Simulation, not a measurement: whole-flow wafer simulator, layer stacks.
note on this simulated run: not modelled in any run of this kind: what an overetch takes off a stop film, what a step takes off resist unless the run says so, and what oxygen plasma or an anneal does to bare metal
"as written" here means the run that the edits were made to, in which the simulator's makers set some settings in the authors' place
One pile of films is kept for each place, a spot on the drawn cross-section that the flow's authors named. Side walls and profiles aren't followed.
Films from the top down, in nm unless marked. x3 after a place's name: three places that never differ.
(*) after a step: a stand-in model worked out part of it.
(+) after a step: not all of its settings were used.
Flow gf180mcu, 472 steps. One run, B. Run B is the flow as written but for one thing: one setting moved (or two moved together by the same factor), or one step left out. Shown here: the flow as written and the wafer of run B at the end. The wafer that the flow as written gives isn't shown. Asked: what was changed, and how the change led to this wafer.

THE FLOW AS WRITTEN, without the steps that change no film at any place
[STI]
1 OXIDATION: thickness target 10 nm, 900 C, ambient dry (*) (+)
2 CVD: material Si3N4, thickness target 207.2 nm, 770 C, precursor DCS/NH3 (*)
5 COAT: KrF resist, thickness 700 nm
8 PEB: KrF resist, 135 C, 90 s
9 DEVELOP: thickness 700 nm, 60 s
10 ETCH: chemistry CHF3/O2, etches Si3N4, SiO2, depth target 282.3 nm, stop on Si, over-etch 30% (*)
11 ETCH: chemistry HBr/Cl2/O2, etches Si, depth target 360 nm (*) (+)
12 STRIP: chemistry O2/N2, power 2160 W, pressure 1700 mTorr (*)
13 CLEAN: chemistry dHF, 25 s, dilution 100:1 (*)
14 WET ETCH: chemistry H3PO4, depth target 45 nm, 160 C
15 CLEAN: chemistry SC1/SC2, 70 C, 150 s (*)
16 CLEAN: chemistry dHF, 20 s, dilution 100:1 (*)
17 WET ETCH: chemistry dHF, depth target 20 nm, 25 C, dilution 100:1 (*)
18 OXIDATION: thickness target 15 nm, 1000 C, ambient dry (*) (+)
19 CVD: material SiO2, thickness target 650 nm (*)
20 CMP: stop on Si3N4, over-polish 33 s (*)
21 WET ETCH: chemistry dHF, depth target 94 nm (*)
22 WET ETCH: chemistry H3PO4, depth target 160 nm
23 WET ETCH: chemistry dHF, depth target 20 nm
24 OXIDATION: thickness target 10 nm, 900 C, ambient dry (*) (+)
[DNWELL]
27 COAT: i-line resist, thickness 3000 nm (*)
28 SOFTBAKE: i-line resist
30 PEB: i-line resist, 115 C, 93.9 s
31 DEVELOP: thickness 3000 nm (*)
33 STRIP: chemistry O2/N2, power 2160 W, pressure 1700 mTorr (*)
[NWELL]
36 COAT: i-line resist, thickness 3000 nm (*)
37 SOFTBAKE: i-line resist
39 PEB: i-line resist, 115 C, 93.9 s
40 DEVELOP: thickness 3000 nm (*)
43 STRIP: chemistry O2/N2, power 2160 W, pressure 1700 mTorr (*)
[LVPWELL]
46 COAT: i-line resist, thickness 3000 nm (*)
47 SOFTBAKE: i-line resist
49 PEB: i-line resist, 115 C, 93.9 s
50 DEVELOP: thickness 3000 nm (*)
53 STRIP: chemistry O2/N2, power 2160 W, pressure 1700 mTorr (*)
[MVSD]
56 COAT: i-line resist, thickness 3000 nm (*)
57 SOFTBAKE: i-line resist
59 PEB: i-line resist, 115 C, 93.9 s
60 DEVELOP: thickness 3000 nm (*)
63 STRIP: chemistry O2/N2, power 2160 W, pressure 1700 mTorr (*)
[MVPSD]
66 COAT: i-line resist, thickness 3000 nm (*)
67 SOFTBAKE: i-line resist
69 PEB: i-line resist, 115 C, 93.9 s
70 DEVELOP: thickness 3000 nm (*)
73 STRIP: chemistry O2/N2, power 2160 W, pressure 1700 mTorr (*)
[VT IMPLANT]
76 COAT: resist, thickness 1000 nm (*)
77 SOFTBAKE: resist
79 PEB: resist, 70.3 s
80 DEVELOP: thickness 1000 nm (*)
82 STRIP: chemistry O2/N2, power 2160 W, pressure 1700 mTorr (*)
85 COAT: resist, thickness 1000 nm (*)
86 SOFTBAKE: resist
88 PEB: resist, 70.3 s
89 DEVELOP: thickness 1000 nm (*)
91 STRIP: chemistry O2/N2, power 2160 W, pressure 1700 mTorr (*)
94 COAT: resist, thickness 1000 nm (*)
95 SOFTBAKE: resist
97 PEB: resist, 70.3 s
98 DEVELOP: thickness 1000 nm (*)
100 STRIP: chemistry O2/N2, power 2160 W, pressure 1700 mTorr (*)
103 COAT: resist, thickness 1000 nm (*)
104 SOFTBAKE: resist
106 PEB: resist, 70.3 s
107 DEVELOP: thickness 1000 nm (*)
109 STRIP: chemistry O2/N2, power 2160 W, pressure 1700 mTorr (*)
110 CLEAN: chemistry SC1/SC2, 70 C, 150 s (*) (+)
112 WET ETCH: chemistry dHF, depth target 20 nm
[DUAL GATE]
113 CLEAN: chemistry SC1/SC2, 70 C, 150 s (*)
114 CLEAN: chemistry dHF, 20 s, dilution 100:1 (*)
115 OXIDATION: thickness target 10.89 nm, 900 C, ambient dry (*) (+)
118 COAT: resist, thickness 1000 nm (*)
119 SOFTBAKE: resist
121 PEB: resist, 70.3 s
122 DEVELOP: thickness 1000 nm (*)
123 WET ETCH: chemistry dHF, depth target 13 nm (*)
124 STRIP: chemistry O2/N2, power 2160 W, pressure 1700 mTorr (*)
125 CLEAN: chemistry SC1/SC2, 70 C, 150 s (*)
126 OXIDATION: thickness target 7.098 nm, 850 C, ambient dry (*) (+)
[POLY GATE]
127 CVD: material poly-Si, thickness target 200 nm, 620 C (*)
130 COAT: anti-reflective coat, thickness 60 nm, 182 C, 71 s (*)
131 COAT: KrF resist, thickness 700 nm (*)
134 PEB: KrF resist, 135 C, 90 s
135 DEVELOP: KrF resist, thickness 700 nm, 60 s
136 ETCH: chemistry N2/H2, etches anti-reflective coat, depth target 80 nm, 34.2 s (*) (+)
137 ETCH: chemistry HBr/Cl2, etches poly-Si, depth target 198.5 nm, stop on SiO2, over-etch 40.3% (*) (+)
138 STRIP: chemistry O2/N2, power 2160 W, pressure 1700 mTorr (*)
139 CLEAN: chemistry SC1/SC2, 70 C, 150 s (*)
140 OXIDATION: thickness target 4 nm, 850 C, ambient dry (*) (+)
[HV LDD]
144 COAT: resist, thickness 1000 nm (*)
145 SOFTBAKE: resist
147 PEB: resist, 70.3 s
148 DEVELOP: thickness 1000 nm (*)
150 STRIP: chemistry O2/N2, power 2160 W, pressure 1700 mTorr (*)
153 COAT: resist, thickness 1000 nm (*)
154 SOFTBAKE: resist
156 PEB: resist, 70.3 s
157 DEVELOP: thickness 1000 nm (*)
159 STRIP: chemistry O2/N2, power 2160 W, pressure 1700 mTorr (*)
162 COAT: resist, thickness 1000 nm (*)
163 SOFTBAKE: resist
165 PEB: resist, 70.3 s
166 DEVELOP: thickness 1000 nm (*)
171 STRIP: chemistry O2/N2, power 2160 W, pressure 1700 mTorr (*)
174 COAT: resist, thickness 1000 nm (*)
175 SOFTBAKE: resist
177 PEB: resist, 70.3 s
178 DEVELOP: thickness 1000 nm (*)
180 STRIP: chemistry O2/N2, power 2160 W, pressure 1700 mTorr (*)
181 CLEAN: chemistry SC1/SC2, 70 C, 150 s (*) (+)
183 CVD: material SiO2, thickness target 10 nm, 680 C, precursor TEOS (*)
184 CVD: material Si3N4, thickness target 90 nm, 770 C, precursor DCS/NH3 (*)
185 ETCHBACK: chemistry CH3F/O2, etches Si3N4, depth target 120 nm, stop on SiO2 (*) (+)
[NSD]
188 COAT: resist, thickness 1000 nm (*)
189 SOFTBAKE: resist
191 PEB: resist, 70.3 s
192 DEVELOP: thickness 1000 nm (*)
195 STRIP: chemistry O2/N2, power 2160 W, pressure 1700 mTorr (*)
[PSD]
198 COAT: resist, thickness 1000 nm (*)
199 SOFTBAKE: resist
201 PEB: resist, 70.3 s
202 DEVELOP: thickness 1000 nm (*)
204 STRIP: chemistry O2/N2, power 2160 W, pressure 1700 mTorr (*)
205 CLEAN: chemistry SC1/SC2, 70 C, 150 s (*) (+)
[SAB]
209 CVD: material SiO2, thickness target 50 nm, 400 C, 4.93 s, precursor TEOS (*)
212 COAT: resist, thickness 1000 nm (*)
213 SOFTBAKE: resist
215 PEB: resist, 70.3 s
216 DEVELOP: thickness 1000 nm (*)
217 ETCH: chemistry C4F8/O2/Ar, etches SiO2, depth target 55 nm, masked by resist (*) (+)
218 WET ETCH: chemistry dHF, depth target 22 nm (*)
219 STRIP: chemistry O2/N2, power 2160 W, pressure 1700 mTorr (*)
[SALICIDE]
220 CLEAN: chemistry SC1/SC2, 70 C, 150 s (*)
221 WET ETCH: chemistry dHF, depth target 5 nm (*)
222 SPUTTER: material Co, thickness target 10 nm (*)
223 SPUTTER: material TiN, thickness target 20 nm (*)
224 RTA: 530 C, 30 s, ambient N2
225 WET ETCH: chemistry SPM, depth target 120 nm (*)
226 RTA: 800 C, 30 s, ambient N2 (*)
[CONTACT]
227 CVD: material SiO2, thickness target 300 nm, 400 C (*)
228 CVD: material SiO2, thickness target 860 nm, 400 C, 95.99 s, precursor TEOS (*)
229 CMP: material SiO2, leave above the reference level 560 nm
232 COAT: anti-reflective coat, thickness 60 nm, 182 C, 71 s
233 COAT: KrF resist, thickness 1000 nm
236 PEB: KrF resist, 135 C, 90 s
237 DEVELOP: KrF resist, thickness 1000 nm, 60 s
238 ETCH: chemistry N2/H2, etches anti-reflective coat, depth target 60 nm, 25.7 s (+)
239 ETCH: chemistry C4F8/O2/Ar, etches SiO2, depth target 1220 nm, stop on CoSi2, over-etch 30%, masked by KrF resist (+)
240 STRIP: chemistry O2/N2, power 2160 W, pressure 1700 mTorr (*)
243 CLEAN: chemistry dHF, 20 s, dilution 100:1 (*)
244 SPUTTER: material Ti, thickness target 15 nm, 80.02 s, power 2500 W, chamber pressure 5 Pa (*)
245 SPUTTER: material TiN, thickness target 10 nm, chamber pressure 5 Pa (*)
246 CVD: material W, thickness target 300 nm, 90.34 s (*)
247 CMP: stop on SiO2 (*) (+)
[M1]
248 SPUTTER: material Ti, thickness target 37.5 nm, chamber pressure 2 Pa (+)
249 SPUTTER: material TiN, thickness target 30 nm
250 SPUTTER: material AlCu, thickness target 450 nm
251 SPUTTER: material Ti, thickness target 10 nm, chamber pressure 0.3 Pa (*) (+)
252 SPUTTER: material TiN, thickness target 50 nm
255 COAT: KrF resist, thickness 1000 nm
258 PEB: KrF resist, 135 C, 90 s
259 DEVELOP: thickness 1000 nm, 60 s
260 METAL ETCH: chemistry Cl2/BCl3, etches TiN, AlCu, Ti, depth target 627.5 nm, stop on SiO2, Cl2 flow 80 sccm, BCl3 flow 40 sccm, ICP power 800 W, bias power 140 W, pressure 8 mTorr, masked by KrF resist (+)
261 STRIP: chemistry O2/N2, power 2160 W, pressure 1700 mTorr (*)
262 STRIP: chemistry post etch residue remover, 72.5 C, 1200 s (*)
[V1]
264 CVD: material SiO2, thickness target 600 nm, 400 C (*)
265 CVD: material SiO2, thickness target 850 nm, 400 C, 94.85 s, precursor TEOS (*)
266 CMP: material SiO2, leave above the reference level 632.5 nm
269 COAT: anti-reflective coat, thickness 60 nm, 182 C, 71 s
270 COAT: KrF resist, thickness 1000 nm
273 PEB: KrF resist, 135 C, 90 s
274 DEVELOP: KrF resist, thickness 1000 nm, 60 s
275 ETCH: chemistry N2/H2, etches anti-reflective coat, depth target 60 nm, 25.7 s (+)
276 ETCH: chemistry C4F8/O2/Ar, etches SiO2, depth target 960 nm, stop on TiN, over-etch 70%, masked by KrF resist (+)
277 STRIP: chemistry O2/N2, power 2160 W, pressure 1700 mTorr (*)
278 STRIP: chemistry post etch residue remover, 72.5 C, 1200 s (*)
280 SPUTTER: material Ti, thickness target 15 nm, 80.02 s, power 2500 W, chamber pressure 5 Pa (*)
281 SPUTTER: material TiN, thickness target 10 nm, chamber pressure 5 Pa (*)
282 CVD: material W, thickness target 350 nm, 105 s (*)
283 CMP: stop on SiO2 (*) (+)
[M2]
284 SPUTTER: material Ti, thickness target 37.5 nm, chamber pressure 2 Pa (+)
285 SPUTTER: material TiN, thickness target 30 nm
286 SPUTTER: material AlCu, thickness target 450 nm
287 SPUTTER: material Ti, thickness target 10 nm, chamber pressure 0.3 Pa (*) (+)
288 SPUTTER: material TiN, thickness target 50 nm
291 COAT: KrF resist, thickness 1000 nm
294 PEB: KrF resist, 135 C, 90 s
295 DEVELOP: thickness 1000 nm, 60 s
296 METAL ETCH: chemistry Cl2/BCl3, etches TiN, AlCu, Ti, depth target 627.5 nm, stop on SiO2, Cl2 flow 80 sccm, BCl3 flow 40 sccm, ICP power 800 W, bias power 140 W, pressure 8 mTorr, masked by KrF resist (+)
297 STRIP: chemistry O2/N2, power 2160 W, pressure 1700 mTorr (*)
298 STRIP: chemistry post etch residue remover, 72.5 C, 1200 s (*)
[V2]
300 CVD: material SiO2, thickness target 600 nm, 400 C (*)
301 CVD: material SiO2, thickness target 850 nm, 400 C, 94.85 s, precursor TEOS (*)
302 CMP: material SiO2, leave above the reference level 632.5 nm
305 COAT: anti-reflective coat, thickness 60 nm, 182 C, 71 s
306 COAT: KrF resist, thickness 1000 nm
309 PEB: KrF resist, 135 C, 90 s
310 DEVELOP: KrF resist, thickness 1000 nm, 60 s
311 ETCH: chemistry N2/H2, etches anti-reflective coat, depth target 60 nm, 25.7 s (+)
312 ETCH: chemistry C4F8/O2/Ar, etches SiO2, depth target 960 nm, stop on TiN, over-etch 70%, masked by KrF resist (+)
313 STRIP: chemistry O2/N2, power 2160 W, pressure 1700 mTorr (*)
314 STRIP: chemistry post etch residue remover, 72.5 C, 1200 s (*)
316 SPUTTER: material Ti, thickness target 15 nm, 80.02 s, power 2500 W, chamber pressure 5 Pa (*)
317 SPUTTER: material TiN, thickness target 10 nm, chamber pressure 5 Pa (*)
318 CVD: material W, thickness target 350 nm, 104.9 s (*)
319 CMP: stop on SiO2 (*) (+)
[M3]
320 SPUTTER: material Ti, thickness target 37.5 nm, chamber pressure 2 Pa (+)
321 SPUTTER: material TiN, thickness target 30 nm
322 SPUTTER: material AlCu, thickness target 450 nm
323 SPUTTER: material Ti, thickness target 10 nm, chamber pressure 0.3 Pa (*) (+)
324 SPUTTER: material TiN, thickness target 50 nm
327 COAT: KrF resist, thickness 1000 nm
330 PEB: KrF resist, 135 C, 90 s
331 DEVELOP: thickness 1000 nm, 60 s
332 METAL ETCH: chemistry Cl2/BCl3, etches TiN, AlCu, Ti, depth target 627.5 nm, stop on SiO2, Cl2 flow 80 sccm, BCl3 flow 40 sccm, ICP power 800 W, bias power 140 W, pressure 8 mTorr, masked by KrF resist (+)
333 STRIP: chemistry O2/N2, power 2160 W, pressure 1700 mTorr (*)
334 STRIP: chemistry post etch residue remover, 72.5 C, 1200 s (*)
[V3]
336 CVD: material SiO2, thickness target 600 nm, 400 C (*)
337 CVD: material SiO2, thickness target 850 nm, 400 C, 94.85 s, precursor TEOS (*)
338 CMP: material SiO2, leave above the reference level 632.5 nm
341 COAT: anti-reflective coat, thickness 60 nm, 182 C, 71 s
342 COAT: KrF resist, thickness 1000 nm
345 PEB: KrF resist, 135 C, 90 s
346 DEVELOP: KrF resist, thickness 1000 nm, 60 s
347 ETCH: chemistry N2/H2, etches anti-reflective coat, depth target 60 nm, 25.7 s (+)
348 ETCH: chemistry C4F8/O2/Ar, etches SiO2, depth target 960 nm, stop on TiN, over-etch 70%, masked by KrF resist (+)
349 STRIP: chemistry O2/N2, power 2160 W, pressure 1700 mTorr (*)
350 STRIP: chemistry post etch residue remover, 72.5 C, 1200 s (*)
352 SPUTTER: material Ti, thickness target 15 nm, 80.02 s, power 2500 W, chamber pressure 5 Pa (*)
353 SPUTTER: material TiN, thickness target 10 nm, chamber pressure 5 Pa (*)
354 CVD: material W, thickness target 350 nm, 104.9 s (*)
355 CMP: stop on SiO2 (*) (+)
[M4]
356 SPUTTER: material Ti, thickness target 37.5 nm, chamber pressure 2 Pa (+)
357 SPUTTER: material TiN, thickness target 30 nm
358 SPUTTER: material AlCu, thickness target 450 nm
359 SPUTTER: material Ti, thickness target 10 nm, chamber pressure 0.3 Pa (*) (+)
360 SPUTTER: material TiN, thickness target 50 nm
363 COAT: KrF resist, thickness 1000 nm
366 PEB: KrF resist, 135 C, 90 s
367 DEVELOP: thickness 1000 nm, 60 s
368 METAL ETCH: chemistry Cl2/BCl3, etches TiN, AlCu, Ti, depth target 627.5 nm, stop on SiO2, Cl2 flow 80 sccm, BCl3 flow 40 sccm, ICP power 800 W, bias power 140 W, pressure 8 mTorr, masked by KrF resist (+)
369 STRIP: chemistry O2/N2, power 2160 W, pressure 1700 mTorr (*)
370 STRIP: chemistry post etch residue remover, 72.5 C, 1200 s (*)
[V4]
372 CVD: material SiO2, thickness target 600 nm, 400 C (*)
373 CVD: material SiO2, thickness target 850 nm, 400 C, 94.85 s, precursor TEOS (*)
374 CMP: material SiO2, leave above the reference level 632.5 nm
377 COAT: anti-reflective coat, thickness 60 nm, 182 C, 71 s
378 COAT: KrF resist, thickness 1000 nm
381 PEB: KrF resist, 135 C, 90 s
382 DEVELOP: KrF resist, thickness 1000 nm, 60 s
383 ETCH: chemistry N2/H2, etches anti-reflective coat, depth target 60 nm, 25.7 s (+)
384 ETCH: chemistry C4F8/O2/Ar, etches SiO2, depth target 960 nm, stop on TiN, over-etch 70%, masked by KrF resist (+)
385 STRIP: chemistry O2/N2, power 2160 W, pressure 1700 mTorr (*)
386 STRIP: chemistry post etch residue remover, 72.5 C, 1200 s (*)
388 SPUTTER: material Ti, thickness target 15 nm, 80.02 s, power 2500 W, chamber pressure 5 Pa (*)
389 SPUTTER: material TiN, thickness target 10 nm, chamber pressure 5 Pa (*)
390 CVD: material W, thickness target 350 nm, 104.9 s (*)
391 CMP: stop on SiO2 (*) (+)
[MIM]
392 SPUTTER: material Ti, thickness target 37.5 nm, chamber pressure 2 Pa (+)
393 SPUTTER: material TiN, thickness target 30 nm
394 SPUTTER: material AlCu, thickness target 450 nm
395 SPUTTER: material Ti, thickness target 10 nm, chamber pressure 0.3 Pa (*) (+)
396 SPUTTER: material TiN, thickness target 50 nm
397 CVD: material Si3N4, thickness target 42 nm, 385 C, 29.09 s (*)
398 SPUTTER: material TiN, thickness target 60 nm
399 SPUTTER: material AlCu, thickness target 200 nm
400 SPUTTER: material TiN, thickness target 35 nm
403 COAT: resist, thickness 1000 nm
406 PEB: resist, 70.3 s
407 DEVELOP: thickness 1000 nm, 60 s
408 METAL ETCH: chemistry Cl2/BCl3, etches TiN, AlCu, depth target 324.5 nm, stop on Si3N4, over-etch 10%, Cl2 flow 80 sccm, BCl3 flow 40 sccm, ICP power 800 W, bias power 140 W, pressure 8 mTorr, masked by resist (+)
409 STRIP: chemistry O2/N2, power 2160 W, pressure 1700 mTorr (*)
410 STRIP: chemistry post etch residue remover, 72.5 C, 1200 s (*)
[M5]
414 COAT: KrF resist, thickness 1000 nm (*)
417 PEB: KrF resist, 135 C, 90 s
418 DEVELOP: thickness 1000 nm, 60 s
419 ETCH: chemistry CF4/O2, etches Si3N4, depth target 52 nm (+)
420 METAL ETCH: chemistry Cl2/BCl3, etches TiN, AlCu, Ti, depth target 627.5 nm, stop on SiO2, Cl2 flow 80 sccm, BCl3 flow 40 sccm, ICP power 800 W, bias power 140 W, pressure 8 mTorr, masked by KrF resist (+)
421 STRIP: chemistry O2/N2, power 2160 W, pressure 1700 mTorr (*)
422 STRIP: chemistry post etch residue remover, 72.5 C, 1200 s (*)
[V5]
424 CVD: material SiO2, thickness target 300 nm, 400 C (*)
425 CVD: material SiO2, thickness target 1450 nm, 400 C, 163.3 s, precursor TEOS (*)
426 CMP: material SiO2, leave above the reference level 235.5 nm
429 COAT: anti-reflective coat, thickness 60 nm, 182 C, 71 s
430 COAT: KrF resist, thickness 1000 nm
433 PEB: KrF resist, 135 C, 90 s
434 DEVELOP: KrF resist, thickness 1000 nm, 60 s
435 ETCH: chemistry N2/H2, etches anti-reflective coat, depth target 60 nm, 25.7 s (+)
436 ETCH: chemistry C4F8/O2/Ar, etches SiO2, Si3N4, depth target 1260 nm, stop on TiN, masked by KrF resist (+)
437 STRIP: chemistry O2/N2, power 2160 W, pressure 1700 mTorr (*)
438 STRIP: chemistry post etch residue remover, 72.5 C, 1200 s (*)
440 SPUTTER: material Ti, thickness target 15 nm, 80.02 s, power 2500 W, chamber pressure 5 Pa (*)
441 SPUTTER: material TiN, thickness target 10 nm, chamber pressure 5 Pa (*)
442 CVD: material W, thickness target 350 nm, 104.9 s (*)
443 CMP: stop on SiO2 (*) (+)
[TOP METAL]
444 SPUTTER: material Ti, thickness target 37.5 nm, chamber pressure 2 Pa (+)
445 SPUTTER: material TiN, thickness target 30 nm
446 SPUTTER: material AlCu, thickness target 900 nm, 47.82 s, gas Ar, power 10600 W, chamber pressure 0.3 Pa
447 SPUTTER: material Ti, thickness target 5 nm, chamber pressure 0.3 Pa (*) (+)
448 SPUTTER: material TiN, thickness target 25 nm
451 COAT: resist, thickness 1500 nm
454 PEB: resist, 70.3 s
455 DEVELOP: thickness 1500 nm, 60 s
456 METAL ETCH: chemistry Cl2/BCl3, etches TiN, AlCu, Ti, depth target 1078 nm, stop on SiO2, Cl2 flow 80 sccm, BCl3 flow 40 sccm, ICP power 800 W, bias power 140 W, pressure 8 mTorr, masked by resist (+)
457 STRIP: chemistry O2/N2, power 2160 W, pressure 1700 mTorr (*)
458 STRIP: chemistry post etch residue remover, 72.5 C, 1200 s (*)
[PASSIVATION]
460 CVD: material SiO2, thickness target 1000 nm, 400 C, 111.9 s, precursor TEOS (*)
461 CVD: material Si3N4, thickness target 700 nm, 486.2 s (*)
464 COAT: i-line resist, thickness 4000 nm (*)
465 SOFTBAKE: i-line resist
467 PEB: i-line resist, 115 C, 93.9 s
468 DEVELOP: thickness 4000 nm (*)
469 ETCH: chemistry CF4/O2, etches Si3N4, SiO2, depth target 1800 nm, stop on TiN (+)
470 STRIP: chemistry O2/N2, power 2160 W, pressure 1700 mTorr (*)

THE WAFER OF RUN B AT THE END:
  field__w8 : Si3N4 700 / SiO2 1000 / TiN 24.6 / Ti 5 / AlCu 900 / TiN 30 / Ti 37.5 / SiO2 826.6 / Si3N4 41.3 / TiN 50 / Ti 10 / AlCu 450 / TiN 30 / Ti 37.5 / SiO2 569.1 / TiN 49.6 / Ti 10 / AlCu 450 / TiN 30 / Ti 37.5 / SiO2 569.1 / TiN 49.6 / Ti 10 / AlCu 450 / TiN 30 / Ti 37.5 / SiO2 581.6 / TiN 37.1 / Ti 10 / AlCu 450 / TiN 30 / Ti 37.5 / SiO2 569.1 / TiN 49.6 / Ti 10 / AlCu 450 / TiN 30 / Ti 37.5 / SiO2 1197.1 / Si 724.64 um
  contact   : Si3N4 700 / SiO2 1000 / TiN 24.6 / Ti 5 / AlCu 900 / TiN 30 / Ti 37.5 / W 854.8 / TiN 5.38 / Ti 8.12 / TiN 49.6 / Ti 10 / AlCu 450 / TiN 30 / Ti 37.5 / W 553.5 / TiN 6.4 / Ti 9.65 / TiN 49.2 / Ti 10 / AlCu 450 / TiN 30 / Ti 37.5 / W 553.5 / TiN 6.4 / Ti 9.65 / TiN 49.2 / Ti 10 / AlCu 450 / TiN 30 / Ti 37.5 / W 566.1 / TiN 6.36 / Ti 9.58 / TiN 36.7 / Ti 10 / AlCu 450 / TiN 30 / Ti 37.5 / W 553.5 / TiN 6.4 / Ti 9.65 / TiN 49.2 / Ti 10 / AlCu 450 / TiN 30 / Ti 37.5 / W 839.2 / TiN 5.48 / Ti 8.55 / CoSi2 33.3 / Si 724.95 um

The cause: step 288, SPUTTER: thickness target 37.5 nm was run, where the flow has thickness target 50 nm.

How the change led to this, step by step:
  288 SPUTTER: material TiN, thickness target 50 nm
      field, field__w1, field__w2 and 108 more: TiN +37.5 (new film) (as written it would be: TiN +50 (new film))
  296 METAL ETCH: chemistry Cl2/BCl3, etches TiN, AlCu, Ti, depth target 627.5 nm, stop on SiO2, Cl2 flow 80 sccm, BCl3 flow 40 sccm, ICP power 800 W, bias power 140 W, pressure 8 mTorr, masked by KrF resist (+)
      field, field__w1, field__w2 and 103 more: TiN -37.5 (all of it), Ti -10 (all of it), AlCu -450 (all of it), TiN -30 (all of it), Ti -37.5 (all of it) (as written it would be: TiN -50 (all of it), Ti -10 (all of it), AlCu -450 (all of it), TiN -30 (all of it), Ti -37.5 (all of it))
  312 ETCH: chemistry C4F8/O2/Ar, etches SiO2, depth target 960 nm, stop on TiN, over-etch 70%, masked by KrF resist (+)
      contact: SiO2 -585 (all of it) (as written it would be: SiO2 -572.5 (all of it))
